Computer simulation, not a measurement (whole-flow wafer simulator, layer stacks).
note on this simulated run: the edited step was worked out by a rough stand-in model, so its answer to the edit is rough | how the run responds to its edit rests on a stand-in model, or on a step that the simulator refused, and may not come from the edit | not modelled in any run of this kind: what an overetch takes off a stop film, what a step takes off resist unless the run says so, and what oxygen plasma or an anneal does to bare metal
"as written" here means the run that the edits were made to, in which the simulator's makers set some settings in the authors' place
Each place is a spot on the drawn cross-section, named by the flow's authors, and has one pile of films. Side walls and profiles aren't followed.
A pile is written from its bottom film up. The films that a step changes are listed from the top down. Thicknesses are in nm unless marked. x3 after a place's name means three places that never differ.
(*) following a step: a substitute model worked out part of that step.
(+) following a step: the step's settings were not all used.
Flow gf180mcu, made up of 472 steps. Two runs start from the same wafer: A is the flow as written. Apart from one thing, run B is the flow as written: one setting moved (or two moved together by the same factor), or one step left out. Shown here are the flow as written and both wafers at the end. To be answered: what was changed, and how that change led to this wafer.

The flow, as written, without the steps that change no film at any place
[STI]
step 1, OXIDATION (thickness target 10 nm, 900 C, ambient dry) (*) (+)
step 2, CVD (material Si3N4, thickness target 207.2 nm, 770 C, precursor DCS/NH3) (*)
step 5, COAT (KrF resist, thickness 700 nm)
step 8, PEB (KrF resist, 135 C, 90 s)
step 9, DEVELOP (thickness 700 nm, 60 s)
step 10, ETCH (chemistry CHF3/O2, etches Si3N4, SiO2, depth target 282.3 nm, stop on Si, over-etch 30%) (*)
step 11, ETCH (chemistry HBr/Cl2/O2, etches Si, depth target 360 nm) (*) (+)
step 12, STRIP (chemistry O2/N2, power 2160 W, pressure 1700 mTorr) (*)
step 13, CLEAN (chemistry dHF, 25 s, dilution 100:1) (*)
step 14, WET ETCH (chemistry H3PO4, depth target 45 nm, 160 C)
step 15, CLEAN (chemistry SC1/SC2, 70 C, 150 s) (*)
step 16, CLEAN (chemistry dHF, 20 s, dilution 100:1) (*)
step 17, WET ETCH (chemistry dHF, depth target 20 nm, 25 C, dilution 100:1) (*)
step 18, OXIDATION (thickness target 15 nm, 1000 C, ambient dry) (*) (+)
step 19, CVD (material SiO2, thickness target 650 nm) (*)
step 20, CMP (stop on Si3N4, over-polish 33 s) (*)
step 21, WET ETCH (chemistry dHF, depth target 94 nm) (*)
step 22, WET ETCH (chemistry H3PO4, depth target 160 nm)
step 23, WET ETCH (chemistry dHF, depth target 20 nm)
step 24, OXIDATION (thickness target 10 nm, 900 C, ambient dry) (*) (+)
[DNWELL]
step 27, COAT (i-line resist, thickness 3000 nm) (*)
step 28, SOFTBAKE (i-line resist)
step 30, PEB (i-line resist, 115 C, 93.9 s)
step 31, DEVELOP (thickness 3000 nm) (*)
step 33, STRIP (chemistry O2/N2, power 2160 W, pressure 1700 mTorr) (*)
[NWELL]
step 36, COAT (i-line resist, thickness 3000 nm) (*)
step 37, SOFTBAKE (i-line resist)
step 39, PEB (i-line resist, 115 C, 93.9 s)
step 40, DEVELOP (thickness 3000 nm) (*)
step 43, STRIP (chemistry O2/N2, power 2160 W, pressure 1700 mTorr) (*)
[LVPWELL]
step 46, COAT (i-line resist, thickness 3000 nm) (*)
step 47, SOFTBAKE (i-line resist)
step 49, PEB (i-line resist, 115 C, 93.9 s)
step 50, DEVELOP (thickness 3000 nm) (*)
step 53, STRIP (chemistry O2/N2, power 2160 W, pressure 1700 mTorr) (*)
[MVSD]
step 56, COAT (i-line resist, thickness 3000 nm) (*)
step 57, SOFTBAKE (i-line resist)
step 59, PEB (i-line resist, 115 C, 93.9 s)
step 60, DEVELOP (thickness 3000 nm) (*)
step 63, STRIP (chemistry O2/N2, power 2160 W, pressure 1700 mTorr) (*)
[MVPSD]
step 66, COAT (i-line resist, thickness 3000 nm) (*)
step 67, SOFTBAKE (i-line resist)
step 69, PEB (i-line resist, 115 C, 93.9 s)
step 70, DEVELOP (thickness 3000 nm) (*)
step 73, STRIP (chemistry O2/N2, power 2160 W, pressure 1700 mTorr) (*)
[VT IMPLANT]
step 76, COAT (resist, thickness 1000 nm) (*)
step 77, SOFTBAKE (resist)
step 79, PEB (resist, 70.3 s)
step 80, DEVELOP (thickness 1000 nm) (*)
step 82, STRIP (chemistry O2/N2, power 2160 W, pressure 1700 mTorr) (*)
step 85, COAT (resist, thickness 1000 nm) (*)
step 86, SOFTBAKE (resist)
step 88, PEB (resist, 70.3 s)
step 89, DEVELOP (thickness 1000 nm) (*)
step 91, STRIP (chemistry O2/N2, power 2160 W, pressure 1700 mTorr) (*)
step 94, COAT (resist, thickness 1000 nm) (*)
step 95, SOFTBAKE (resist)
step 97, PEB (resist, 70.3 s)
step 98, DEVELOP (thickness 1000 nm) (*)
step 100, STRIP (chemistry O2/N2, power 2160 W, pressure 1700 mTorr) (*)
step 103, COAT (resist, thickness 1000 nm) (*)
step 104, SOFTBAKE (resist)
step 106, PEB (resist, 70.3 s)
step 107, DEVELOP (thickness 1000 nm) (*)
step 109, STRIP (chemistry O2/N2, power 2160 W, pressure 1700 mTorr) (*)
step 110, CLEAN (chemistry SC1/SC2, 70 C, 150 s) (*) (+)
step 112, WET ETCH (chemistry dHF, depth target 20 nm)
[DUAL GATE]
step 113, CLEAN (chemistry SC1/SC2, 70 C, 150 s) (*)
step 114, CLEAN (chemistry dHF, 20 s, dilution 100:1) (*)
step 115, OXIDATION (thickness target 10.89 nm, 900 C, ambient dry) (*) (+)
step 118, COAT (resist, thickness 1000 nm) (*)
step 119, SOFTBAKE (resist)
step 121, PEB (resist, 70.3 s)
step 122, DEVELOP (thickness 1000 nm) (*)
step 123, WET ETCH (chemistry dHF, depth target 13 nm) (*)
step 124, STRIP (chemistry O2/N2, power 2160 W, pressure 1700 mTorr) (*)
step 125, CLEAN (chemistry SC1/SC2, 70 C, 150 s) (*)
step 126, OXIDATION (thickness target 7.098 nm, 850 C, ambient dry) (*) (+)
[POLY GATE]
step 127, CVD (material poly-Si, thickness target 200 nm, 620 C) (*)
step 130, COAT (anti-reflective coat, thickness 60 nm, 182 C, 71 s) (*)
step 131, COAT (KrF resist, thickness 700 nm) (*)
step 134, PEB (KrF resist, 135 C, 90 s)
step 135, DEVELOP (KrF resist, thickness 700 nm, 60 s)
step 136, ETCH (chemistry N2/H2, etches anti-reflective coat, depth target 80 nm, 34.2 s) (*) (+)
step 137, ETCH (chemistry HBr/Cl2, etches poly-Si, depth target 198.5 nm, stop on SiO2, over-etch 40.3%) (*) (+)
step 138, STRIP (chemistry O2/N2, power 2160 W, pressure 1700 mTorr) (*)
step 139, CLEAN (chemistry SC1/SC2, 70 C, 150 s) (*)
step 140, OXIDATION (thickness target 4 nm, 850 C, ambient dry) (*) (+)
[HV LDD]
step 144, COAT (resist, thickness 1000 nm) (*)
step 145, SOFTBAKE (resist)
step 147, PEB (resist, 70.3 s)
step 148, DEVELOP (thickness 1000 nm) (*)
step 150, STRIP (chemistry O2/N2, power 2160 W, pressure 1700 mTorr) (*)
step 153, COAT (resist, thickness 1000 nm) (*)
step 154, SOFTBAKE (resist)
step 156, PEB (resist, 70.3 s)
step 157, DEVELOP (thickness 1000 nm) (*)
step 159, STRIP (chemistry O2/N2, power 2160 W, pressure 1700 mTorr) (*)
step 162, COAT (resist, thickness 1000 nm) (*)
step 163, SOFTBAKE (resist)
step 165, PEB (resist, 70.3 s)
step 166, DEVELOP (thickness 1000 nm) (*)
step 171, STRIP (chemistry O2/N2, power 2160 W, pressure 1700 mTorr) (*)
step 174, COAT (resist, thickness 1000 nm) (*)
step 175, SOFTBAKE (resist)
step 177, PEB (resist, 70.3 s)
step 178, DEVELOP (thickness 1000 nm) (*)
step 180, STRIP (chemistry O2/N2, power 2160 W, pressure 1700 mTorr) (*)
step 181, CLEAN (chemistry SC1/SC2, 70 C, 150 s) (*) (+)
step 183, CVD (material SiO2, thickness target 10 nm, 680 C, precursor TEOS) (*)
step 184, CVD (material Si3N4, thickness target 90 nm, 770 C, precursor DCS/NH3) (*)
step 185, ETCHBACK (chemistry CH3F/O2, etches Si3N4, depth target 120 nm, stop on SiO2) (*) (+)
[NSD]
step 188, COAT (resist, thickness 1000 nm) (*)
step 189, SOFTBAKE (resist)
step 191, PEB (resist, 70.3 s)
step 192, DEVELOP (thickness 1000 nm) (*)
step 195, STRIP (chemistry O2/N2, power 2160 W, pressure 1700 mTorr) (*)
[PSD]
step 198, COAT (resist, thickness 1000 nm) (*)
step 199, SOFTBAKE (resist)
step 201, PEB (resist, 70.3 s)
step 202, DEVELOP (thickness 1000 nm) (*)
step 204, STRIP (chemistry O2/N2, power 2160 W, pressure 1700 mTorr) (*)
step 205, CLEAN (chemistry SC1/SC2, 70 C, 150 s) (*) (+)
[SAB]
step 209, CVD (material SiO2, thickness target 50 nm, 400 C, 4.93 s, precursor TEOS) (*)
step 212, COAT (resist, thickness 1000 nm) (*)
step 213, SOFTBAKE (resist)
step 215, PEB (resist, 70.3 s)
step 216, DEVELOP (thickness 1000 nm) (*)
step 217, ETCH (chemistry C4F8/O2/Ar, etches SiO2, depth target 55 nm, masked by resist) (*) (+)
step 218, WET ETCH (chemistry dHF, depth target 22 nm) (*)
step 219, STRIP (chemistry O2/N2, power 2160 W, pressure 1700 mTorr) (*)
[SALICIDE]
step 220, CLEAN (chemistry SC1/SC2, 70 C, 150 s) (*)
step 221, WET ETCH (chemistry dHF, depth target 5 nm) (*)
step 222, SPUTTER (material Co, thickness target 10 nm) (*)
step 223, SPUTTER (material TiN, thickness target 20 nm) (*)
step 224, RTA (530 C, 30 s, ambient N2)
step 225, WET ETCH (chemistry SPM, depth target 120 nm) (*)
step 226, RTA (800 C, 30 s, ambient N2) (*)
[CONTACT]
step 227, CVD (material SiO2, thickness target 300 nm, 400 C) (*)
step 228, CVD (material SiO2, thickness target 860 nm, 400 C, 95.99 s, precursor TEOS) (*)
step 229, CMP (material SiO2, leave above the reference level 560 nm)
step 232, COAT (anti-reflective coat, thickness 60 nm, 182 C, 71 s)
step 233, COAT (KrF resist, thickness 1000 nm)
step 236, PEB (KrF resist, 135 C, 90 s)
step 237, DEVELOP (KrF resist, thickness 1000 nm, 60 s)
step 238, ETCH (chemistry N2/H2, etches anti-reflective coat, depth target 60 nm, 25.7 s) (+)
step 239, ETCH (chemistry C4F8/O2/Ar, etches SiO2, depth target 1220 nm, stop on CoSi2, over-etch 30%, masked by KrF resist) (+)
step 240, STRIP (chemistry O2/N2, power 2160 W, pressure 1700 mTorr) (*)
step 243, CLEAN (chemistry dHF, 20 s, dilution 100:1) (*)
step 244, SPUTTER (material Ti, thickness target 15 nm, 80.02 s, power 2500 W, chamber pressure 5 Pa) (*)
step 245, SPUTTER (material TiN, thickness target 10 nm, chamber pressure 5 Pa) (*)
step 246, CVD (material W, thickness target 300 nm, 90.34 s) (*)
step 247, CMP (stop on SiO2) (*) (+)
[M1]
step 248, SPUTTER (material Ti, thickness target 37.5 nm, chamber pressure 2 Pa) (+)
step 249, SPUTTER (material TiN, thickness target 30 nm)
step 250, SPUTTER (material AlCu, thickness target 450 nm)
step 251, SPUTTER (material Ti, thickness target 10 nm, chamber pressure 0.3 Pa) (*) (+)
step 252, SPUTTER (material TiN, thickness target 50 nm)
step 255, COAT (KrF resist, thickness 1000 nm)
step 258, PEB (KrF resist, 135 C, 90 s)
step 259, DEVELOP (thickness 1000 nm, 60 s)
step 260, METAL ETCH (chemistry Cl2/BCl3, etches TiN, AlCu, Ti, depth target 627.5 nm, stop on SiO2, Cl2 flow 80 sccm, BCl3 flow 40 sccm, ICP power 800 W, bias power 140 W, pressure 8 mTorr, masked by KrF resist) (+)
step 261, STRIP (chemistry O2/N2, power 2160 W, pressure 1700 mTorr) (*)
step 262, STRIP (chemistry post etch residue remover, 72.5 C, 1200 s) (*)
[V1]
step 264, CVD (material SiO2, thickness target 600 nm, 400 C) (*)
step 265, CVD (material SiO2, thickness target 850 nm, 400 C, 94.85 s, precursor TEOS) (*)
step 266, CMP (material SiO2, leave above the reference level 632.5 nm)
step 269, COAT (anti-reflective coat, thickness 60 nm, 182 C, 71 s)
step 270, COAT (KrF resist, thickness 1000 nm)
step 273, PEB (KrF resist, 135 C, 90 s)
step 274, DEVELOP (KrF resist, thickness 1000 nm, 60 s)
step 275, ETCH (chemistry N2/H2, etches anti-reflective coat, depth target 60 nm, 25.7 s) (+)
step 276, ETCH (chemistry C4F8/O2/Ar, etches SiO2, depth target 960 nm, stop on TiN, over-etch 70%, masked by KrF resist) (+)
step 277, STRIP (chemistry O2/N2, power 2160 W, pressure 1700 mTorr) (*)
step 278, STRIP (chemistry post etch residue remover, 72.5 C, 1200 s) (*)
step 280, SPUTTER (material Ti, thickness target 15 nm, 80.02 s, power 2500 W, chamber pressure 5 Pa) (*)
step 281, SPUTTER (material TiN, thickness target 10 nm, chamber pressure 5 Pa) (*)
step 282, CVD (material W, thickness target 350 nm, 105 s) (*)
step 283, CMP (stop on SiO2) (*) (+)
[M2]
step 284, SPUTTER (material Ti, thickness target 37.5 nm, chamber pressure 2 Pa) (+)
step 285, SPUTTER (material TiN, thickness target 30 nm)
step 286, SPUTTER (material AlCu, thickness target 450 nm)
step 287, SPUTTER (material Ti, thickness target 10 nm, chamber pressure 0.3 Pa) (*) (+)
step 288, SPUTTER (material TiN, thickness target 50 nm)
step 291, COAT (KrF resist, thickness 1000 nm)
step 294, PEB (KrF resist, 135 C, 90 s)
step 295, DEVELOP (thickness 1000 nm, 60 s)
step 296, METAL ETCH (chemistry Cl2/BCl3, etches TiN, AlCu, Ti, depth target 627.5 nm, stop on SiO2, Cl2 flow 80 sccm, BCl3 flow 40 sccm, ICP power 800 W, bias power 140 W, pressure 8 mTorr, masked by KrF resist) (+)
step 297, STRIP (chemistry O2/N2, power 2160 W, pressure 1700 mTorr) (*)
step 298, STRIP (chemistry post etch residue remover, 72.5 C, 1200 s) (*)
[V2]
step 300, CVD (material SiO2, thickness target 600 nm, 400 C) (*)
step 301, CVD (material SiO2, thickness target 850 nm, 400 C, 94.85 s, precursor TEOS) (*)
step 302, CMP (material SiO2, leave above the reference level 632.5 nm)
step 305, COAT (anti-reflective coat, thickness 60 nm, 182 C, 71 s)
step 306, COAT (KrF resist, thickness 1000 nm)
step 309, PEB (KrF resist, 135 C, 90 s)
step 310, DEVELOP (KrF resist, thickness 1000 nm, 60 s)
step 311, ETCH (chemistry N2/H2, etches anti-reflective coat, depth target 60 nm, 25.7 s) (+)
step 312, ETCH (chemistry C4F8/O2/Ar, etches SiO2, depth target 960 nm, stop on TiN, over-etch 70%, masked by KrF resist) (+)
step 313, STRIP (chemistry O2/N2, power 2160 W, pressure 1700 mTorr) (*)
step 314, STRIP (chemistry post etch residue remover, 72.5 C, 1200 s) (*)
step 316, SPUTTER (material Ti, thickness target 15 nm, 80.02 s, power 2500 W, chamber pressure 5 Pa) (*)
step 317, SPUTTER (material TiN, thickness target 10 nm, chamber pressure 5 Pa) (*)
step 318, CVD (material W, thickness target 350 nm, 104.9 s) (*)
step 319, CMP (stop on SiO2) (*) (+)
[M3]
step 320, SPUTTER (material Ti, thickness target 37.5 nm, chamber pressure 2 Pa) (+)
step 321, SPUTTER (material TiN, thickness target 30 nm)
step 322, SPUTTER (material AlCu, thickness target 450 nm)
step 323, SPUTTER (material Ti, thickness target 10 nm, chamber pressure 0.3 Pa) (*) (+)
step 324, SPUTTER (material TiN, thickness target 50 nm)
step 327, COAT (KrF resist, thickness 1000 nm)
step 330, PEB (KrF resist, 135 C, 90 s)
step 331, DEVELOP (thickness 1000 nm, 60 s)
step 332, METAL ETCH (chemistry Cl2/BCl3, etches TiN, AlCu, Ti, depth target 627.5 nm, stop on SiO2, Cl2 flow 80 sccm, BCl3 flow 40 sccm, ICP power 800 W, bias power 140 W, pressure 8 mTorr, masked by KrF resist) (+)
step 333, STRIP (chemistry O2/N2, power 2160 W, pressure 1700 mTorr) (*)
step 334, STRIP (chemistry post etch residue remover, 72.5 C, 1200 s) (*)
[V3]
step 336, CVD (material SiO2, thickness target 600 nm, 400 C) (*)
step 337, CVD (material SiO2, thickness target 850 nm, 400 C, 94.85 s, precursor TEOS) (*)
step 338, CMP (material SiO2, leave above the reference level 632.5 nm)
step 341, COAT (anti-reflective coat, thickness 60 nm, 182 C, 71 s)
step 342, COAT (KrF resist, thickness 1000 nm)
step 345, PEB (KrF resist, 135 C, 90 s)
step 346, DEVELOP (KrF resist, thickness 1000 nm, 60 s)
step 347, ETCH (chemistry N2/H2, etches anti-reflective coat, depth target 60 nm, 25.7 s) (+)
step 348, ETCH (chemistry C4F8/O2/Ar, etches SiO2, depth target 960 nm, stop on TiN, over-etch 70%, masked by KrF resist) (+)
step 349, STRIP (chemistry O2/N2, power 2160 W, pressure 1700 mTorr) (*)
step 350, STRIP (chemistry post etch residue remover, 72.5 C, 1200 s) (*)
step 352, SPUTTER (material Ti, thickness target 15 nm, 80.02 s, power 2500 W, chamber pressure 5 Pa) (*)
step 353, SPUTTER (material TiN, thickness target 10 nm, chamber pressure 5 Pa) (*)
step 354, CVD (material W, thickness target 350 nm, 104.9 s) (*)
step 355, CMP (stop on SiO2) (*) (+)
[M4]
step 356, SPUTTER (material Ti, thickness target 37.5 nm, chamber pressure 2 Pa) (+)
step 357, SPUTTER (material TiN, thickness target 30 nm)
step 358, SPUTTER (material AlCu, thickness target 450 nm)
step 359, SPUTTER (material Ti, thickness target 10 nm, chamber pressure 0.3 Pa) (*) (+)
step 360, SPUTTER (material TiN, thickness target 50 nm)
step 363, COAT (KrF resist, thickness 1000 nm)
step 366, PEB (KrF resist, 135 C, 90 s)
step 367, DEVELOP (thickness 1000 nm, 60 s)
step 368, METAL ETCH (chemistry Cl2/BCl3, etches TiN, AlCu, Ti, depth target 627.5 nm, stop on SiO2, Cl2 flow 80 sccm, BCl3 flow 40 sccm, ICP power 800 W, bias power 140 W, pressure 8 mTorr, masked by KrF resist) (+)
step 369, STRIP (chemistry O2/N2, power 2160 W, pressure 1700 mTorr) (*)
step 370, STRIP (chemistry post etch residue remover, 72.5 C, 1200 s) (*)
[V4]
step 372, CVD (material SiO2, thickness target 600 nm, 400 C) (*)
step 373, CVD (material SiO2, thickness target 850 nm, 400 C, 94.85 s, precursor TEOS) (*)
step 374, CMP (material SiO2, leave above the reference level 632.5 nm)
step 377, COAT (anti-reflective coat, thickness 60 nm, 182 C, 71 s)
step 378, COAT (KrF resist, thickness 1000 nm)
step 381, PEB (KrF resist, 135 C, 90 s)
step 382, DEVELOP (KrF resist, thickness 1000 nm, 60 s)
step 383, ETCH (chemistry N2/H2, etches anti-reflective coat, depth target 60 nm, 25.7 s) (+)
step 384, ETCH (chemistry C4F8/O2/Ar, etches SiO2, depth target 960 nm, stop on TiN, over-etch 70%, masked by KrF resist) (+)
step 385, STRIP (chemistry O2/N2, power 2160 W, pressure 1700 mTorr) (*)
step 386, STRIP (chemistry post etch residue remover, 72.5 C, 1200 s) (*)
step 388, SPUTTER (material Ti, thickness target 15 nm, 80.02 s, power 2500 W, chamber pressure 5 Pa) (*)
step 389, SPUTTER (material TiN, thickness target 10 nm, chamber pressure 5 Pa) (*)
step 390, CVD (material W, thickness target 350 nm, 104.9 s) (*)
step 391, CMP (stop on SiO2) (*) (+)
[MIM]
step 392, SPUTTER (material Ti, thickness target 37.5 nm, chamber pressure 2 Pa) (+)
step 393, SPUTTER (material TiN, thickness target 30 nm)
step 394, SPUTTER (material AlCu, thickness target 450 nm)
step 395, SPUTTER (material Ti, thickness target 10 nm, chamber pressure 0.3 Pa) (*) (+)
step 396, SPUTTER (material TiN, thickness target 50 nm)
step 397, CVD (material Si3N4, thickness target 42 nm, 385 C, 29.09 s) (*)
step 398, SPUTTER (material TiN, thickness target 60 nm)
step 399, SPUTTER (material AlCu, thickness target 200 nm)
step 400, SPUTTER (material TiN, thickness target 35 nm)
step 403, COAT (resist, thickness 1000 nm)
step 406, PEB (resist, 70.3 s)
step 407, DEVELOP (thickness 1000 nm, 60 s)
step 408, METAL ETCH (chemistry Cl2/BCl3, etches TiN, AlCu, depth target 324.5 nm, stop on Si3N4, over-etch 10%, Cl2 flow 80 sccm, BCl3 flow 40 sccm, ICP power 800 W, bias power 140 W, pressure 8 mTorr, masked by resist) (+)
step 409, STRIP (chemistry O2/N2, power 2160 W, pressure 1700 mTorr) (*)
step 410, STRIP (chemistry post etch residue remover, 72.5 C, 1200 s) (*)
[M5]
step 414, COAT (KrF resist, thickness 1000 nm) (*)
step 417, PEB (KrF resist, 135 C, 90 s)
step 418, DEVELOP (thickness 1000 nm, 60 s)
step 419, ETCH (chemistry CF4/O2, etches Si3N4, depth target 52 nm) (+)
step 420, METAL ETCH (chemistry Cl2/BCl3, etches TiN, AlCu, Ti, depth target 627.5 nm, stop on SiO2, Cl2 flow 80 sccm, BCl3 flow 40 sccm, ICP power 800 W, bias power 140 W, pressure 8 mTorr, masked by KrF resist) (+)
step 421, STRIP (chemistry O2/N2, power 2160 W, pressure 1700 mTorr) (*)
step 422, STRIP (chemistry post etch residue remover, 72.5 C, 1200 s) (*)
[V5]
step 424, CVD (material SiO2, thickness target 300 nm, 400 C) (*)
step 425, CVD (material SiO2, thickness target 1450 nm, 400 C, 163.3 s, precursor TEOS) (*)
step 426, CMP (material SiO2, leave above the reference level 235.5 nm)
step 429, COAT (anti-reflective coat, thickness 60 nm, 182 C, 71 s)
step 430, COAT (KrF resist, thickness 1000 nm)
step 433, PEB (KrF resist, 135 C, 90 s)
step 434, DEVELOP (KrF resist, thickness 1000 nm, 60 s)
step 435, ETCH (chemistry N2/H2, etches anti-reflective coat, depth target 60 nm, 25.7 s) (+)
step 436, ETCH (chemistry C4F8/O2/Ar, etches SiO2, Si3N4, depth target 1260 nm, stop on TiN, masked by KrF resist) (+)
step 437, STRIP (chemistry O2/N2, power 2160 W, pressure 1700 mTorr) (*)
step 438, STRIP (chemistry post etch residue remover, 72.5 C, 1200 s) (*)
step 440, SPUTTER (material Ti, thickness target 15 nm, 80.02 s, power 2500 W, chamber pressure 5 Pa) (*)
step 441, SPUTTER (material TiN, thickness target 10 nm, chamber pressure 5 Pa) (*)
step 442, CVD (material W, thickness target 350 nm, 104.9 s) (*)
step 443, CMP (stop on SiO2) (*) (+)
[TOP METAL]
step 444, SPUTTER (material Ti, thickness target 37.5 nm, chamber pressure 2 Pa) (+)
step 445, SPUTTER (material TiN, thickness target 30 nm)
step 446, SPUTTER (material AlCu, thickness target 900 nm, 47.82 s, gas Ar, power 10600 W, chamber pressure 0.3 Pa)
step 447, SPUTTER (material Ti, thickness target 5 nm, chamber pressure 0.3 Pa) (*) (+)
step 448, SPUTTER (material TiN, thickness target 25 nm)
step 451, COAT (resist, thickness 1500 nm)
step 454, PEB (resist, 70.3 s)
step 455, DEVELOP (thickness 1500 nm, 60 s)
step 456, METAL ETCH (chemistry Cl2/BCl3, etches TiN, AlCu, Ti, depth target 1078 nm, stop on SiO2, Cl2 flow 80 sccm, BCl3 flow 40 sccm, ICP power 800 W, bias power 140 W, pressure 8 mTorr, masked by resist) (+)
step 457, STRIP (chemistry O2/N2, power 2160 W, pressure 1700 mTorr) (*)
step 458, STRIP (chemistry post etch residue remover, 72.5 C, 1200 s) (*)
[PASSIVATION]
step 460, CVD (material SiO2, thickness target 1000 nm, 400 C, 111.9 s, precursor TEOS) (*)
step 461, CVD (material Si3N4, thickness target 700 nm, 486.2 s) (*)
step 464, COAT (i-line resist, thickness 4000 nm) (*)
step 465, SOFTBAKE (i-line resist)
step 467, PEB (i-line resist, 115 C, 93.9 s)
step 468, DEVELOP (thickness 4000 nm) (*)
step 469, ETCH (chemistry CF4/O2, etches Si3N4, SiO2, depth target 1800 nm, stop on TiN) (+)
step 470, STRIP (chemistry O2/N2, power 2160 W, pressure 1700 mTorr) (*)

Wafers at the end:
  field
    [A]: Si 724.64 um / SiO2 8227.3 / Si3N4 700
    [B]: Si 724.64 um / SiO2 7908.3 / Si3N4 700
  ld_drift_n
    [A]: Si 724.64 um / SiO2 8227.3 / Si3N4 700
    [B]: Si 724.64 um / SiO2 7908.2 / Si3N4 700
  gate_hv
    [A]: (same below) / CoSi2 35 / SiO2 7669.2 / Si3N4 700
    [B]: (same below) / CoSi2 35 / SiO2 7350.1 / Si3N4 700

Cause: step 460, CVD: thickness target 675 nm was run, whereas the flow has thickness target 1000 nm; step 460, CVD: 75.56 s was run, where the flow has 111.9 s.

The path from the change to this, step by step:
  step 460, CVD (material SiO2, thickness target 1000 nm, 400 C, 111.9 s, precursor TEOS) (*)
      field, field__w1, field__w2 and 103 more: A SiO2 gains 1000 | B SiO2 gains 681
      field__w8, contact, m1, m1__w1, pad, m1_nw: A SiO2 gains 1000 (new film) | B SiO2 gains 681 (new film)
  step 465, SOFTBAKE (i-line resist)
      gate: A i-line resist gains 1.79 | B i-line resist loses 0.33
      ld_acc_p, ld_fp_p, ld_drift_p: A i-line resist gains 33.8 | B i-line resist gains 27
      (also at 57 further places)
  step 469, ETCH (chemistry CF4/O2, etches Si3N4, SiO2, depth target 1800 nm, stop on TiN) (+)
      pad: A Si3N4 loses 700 (all of it), SiO2 loses 1000 (all of it) | B Si3N4 loses 700 (all of it), SiO2 loses 681 (all of it)
